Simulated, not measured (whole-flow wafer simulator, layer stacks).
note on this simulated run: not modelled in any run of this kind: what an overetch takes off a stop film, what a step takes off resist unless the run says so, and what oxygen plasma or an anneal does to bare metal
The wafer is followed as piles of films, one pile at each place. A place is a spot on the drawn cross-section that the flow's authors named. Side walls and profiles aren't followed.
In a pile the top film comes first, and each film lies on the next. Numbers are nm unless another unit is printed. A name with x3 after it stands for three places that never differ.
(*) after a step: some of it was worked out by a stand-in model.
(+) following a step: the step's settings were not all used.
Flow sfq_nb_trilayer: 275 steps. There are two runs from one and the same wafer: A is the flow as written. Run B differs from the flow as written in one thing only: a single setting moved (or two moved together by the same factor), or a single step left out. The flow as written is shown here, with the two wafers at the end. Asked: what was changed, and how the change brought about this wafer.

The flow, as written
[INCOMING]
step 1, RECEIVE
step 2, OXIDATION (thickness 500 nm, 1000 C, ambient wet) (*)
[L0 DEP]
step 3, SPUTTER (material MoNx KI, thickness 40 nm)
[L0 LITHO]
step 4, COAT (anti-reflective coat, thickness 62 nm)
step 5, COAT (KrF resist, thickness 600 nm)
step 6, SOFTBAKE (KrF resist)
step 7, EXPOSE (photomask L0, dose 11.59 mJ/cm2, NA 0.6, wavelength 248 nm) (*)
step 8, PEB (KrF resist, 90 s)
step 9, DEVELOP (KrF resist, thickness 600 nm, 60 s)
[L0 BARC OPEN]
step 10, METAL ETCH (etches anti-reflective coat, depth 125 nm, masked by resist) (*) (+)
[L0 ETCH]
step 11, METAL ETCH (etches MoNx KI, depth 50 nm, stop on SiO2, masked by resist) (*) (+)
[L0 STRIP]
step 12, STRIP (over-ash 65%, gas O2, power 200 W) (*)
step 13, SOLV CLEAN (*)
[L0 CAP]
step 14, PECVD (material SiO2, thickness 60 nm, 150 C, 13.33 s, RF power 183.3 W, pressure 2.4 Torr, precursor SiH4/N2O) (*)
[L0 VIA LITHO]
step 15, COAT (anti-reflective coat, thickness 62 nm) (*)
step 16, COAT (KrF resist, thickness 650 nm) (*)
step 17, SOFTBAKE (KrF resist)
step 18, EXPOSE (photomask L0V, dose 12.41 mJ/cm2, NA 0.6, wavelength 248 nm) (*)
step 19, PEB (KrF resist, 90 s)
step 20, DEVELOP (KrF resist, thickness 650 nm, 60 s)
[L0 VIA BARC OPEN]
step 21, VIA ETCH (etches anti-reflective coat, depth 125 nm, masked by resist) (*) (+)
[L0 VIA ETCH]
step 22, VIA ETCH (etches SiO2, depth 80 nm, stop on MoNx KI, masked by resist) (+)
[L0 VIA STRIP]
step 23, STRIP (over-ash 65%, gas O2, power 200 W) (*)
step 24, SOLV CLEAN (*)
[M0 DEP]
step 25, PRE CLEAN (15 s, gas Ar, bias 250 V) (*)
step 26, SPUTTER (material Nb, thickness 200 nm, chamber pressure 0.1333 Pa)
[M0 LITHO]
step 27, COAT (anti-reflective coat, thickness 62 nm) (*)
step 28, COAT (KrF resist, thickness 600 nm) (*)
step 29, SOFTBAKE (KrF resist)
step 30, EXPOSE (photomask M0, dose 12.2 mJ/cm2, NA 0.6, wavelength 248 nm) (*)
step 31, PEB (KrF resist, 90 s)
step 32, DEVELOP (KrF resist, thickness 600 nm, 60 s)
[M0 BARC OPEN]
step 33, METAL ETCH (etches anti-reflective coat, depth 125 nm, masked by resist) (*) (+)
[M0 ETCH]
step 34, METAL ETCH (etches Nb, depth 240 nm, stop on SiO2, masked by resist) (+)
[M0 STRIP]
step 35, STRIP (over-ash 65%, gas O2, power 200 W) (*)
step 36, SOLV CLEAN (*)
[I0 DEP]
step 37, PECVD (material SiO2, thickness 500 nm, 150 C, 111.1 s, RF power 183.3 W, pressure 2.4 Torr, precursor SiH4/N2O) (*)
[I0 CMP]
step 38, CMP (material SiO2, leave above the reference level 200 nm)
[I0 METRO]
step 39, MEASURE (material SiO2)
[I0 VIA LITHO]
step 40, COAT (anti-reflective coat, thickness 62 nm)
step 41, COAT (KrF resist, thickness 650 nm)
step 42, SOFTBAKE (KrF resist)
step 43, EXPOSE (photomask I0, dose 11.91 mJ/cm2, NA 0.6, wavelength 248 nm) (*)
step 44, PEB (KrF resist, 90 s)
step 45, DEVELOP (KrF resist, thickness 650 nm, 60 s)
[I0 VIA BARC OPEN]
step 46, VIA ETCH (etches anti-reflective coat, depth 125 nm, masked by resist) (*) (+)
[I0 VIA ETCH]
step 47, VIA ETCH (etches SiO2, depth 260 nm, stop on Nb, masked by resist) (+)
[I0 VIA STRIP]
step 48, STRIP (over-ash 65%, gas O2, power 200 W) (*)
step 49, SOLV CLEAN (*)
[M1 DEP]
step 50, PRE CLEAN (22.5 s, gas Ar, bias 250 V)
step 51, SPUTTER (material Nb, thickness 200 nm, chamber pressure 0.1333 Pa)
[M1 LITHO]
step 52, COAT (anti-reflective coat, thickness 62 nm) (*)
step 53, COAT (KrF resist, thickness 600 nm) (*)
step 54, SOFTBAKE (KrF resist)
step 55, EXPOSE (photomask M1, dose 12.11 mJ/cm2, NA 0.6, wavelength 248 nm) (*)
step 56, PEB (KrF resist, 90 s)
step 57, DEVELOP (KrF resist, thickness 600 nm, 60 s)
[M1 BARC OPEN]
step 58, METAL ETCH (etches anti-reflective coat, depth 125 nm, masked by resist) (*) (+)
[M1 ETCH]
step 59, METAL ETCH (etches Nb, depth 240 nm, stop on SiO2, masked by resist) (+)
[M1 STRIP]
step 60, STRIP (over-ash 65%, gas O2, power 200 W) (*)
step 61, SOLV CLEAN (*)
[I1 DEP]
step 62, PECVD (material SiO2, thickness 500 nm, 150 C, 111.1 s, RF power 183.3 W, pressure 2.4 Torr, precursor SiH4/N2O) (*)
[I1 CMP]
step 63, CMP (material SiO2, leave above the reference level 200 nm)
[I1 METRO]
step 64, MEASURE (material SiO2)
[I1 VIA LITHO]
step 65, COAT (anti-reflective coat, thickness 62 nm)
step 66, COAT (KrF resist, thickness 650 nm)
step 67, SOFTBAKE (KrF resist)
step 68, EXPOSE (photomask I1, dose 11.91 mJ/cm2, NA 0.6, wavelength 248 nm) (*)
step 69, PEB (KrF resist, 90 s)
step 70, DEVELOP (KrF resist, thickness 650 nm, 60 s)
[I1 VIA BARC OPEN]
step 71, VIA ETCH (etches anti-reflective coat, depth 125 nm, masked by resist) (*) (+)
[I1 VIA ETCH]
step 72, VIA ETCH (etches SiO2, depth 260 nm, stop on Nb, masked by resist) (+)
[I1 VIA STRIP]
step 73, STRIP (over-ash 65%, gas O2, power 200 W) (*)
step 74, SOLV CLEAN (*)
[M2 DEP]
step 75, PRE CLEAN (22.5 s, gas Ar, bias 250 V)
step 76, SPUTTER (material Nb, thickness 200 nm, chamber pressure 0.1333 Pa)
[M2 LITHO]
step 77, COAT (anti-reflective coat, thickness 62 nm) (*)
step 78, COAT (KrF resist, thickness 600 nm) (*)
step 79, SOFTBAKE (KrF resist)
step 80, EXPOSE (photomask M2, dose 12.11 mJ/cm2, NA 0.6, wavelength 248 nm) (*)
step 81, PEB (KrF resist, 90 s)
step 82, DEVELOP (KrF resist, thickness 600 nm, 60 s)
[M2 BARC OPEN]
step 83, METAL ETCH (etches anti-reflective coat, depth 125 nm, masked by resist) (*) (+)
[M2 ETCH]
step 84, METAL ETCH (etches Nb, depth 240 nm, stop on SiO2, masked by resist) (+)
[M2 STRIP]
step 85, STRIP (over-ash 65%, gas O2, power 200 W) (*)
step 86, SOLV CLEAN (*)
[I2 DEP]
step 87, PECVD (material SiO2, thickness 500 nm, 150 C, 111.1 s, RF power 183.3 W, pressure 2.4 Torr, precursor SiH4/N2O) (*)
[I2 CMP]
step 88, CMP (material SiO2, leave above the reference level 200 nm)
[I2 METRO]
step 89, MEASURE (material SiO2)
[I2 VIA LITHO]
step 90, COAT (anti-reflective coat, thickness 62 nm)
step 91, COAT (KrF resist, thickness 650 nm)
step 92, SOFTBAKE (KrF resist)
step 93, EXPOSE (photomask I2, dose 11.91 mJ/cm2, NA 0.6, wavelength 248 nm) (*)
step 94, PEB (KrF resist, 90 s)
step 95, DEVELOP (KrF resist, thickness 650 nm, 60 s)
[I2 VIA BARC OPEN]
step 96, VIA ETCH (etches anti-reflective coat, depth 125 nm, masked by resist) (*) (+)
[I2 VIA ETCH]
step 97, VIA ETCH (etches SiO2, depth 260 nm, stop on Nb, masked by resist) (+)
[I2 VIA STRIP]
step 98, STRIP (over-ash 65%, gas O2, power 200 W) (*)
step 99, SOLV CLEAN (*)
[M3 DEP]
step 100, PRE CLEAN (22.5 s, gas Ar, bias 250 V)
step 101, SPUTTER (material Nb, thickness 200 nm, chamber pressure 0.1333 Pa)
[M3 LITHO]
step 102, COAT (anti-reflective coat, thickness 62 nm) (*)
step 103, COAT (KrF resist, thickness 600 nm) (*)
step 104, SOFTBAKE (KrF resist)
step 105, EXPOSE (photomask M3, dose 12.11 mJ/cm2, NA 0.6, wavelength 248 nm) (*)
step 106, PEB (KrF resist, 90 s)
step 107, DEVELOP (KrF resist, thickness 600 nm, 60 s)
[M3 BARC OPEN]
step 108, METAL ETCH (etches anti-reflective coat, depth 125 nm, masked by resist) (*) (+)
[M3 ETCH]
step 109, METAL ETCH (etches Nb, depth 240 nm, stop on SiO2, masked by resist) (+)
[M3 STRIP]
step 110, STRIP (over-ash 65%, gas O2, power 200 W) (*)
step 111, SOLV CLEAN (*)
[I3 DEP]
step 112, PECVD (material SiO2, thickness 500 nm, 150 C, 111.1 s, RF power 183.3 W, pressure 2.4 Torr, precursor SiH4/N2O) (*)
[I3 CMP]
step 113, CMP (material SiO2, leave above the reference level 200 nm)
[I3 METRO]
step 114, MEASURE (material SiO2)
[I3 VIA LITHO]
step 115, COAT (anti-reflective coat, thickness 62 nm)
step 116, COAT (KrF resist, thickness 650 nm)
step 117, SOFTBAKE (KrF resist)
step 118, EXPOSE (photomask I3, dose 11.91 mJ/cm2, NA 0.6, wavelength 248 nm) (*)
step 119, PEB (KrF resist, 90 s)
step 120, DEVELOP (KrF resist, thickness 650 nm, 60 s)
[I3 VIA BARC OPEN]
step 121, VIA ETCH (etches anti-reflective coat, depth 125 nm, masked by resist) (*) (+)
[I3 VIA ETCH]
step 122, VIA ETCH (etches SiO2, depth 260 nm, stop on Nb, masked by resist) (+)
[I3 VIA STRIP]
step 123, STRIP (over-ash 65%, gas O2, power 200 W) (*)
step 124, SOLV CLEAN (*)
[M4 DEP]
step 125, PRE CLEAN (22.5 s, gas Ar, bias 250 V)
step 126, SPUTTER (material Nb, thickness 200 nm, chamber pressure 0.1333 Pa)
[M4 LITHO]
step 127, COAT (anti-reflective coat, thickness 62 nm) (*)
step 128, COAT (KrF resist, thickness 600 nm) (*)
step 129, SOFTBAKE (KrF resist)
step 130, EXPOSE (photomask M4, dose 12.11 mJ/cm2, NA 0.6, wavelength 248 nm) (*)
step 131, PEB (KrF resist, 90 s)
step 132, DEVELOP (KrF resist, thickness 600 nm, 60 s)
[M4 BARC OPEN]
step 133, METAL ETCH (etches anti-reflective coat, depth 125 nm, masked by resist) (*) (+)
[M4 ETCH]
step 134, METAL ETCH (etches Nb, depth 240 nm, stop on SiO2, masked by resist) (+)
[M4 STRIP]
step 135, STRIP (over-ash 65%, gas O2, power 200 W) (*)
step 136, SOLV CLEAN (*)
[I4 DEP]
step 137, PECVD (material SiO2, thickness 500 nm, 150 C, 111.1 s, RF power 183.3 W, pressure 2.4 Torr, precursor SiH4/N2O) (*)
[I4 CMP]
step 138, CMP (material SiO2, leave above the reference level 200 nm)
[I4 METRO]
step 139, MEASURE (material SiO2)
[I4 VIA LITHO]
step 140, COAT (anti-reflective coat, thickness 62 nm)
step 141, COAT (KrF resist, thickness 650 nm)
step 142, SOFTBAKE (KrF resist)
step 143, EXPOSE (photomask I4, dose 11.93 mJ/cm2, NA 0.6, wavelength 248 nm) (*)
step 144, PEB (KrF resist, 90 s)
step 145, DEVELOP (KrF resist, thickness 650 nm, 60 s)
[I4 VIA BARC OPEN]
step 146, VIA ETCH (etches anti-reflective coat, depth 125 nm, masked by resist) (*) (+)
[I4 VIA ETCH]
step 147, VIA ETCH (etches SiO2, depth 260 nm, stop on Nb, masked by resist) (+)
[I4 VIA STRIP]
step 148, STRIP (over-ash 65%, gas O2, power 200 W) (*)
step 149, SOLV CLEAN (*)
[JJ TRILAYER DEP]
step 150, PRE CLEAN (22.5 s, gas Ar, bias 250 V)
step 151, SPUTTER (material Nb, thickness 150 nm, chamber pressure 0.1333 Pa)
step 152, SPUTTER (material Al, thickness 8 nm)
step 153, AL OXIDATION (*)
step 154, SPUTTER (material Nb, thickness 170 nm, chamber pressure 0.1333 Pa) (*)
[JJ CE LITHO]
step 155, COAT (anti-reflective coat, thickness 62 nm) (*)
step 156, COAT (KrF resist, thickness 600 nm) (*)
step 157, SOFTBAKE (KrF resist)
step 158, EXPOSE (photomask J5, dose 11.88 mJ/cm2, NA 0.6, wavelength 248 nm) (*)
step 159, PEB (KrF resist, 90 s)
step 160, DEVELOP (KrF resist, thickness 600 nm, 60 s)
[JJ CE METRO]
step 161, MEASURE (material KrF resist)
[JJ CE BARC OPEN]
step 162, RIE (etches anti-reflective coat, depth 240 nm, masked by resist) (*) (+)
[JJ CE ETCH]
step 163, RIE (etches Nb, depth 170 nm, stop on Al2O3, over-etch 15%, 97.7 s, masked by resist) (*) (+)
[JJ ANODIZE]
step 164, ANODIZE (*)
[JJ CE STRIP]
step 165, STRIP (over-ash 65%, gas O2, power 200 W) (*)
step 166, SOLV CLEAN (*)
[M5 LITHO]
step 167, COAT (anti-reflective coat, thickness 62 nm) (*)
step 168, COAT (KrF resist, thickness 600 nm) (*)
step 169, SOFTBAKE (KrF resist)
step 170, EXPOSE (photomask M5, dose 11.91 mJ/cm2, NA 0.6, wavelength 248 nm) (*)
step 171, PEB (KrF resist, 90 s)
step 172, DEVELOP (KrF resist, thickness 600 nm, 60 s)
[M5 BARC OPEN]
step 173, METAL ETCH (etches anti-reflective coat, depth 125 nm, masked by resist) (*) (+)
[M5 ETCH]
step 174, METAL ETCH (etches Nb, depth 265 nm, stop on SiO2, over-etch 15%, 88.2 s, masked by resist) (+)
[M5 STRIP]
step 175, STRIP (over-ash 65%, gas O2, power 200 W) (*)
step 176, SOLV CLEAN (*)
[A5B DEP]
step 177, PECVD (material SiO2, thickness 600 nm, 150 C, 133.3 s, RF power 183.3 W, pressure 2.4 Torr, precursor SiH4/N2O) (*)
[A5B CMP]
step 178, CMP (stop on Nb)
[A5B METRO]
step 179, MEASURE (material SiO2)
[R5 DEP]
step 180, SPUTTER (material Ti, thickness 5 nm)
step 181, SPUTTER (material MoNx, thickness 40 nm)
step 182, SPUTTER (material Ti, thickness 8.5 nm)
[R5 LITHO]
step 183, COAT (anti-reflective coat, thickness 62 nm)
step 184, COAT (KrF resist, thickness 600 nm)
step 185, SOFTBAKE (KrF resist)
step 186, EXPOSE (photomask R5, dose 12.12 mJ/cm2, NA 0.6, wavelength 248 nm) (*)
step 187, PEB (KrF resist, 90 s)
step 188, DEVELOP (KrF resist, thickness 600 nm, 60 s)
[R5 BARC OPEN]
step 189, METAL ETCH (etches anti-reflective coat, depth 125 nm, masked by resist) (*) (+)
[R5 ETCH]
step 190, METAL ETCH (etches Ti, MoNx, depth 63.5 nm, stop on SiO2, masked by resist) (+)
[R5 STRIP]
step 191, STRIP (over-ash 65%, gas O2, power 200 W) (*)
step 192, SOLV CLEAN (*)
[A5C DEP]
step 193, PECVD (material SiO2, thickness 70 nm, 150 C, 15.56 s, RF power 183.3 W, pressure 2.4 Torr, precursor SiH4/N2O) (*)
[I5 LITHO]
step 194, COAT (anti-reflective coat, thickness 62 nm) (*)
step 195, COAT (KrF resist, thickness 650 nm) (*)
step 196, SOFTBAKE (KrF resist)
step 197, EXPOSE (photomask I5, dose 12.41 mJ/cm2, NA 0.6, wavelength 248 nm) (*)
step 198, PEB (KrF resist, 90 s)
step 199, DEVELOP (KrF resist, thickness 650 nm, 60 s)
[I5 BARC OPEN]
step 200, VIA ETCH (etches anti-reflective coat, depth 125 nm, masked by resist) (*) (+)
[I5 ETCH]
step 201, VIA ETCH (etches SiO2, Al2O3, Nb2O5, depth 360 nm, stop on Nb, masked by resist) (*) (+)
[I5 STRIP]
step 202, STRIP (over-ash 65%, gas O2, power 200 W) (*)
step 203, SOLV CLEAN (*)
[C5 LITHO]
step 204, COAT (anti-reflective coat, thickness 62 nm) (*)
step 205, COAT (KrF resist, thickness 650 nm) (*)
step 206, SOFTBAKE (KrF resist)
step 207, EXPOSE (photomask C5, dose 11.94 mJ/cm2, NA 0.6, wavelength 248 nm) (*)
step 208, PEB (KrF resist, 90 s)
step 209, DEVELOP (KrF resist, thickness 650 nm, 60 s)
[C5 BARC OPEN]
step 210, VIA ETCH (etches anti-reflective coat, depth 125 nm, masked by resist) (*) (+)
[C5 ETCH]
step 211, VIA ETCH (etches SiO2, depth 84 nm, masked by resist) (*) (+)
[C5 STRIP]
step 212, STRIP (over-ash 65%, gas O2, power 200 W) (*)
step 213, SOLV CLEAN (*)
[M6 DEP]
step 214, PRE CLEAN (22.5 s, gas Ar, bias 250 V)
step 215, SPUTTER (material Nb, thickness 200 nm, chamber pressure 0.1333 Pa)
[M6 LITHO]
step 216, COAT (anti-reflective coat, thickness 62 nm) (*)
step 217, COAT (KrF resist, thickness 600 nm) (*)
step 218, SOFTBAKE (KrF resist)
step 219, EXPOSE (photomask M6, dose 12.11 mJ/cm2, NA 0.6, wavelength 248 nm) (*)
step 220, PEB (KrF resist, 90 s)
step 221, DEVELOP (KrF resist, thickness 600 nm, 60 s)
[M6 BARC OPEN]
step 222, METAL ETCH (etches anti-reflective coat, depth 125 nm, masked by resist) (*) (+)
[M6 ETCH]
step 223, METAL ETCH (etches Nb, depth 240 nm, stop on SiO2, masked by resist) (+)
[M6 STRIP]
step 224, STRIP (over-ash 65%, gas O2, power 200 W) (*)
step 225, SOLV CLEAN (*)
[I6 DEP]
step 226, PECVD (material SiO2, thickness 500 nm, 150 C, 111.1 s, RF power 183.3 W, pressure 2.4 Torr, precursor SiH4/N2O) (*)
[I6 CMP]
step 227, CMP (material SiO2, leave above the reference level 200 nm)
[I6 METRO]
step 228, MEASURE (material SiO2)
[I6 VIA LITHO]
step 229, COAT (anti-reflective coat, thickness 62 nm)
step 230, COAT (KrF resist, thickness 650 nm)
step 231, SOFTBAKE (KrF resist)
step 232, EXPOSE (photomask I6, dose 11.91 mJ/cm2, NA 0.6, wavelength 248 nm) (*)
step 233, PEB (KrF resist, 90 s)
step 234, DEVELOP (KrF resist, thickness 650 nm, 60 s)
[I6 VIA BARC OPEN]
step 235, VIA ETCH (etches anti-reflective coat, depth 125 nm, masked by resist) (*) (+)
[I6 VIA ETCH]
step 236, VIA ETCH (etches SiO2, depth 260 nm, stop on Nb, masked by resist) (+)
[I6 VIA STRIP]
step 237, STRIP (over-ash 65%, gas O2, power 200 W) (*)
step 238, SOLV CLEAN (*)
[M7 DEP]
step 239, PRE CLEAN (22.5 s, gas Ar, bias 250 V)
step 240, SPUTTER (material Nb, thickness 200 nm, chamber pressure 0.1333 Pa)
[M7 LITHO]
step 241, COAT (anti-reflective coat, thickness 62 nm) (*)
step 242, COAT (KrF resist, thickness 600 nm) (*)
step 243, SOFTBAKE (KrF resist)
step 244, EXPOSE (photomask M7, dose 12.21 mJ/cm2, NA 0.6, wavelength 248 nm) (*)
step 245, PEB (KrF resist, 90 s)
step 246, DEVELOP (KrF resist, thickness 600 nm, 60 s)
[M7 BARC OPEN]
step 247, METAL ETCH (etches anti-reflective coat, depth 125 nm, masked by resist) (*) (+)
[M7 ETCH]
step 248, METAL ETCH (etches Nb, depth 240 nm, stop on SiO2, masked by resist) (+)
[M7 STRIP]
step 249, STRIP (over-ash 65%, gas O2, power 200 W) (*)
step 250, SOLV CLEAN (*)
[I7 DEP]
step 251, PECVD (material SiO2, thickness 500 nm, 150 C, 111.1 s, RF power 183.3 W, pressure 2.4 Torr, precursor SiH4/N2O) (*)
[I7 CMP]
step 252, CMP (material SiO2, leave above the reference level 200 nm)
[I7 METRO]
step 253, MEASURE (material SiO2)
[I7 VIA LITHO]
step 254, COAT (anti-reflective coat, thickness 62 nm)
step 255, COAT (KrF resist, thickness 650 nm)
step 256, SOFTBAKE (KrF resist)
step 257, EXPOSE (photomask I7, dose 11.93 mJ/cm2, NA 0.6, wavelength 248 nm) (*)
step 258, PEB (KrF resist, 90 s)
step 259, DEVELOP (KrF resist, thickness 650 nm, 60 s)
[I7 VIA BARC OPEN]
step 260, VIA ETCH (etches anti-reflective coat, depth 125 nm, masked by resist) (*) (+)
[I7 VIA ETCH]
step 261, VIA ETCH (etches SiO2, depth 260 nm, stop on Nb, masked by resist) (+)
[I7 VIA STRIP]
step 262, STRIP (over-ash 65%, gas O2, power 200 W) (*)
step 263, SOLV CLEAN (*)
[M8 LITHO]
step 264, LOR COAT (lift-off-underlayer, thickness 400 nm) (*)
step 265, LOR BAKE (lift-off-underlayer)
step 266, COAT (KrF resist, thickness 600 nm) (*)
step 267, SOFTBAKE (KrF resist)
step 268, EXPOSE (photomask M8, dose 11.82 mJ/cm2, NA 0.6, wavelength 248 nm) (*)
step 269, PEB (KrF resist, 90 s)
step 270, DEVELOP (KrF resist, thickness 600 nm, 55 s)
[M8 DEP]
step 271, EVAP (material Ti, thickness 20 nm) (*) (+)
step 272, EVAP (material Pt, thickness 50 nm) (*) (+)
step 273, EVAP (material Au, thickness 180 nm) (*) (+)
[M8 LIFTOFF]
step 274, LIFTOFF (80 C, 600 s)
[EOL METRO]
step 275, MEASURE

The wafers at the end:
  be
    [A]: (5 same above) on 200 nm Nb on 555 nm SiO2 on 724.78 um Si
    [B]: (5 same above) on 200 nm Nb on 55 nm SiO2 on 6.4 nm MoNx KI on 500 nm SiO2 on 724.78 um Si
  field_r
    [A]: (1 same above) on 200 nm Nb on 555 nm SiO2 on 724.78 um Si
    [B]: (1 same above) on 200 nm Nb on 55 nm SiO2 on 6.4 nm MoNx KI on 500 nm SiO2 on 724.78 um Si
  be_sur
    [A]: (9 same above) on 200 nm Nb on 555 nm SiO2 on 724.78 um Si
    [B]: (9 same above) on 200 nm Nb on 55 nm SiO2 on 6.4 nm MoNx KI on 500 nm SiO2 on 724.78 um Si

Cause: step 3, SPUTTER: thickness 56.4 nm was run, whereas the flow has thickness 40 nm.

Step by step, how the change led to this:
  step 3, SPUTTER (material MoNx KI, thickness 40 nm)
      field_l, v_sur, via_wl and 103 more: A +40 MoNx KI (new film) | B +56.4 MoNx KI (new film)
  step 11, METAL ETCH (etches MoNx KI, depth 50 nm, stop on SiO2, masked by resist) (*) (+)
      v_sur, via_wl, via_w and 97 more: A -40 MoNx KI (all of it) | B -50 MoNx KI
  step 14, PECVD (material SiO2, thickness 60 nm, 150 C, 13.33 s, RF power 183.3 W, pressure 2.4 Torr, precursor SiH4/N2O) (*)
      v_sur, via_wl, via_w and 97 more: A +60 SiO2 | B +60 SiO2 (new film)
  step 15, COAT (anti-reflective coat, thickness 62 nm) (*)
      field_l: A +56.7 anti-reflective coat (new film) | B +55.5 anti-reflective coat (new film)
      v_sur: A +72.2 anti-reflective coat (new film) | B +74.9 anti-reflective coat (new film)
      (also at 2 further places)
  step 23, STRIP (over-ash 65%, gas O2, power 200 W) (*)
      field_l: A -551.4 KrF resist (all of it), -56.7 anti-reflective coat (all of it) | B -549.3 KrF resist (all of it), -55.5 anti-reflective coat (all of it)
      v_sur: A -570.5 KrF resist (all of it), -72.2 anti-reflective coat (all of it) | B -573.1 KrF resist (all of it), -74.9 anti-reflective coat (all of it)
      (also at 2 further places)
  step 27, COAT (anti-reflective coat, thickness 62 nm) (*)
      v_sur: A +72.3 anti-reflective coat (new film) | B +75.1 anti-reflective coat (new film)
      l0_sur: A +47.5 anti-reflective coat (new film) | B +46.5 anti-reflective coat (new film)
      (also at 1 further place)
  step 35, STRIP (over-ash 65%, gas O2, power 200 W) (*)
      v_sur: A -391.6 KrF resist (all of it), -72.3 anti-reflective coat (all of it) | B -393.9 KrF resist (all of it), -75.1 anti-reflective coat (all of it)
      l0_sur: A -372 KrF resist (all of it), -47.5 anti-reflective coat (all of it) | B -369.2 KrF resist (all of it), -46.5 anti-reflective coat (all of it)
      (also at 1 further place)
  step 38, CMP (material SiO2, leave above the reference level 200 nm)
      field_l, l0_sur, l0r_line_l, l0r_line_c, l0r_line_r: A -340 SiO2 | B -350 SiO2
      l0v: A -277.8 SiO2 | B -287.8 SiO2
If metal films that touch count as one body, be has 4 bodies (between them, from the top down: SiO2 503.2; SiO2 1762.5; SiO2 55); the flow as written gives 3 bodies (between them, from the top down: SiO2 503.2; SiO2 1762.5).
If metal films that touch count as one body, field_r has 2 bodies (between them, from the top down: SiO2 55); the flow as written gives 1 body.
If metal films that touch count as one body, be_sur has 5 bodies (between them, from the top down: SiO2 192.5; SiO2 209 / Al2O3 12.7 / Nb2O5 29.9; SiO2 1762.5; SiO2 55); the flow as written gives 4 bodies (between them, from the top down: SiO2 192.5; SiO2 209 / Al2O3 12.7 / Nb2O5 29.9; SiO2 1762.5).
